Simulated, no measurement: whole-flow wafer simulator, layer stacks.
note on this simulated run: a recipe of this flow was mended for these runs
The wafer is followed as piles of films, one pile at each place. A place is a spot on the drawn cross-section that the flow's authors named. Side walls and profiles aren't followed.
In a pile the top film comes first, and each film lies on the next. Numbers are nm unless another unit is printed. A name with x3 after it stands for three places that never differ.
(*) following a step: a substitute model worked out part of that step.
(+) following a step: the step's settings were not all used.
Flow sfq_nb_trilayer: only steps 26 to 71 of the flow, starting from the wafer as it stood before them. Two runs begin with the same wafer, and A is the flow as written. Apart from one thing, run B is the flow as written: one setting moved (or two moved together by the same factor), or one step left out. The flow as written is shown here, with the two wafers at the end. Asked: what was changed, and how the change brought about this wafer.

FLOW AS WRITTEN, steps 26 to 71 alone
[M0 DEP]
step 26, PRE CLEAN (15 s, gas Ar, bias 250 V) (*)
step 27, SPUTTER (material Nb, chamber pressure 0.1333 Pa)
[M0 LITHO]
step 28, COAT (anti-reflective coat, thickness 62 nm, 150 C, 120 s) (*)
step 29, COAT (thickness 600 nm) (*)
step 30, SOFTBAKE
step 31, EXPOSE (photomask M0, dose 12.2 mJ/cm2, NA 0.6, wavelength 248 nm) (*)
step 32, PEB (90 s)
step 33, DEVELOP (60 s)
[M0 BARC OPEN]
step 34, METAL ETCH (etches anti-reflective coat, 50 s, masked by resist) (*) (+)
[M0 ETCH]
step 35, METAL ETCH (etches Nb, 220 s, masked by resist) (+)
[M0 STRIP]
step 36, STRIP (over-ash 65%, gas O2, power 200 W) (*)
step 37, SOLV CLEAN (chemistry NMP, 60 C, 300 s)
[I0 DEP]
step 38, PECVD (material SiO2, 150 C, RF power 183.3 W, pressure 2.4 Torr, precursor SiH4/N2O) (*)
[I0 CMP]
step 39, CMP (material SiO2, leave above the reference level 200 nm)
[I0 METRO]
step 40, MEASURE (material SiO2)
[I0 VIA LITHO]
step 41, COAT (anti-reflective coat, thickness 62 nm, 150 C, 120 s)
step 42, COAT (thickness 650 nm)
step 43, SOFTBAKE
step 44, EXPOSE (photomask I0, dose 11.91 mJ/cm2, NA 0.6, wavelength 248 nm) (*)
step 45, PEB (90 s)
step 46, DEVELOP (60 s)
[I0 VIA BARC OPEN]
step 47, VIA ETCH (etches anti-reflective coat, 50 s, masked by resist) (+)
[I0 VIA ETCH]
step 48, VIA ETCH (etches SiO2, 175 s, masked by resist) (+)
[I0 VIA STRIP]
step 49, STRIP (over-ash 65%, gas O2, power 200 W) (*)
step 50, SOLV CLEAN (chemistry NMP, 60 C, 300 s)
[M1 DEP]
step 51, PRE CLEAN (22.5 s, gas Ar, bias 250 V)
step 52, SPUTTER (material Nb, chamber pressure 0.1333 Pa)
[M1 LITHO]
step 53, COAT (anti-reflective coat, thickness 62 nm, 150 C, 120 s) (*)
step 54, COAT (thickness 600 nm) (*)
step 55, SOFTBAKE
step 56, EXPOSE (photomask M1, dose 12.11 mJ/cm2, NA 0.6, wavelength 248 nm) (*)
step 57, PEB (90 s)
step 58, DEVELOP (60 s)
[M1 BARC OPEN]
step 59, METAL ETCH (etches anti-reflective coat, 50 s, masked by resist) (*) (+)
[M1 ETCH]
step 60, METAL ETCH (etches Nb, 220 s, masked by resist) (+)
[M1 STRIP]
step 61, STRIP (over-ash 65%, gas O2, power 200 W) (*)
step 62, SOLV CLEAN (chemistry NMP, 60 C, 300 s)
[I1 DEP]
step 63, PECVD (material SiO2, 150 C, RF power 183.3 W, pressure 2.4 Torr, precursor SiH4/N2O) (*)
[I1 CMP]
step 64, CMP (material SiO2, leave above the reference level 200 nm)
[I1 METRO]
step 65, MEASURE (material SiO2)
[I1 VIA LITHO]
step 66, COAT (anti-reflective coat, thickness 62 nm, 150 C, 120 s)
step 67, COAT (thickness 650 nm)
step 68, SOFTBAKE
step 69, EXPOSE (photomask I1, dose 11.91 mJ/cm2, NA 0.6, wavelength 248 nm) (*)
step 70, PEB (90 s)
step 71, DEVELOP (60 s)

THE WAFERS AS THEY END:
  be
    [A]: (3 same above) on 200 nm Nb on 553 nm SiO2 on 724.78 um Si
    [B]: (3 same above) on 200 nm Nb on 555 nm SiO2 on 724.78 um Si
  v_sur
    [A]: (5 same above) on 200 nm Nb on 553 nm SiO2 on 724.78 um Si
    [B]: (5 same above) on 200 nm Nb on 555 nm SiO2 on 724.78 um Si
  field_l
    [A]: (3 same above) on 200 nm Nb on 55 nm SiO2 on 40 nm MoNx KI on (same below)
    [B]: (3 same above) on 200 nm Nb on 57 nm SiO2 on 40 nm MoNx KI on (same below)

The reason: step 26, PRE CLEAN: 9 s was run, though the flow has 15 s.

Step by step, how the change led to this:
  step 26, PRE CLEAN (15 s, gas Ar, bias 250 V) (*)
      field_l, v_sur, via_wl and 102 more: A -5 SiO2 | B -3 SiO2
      l0v: A -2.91 MoNx KI | B -1.66 MoNx KI
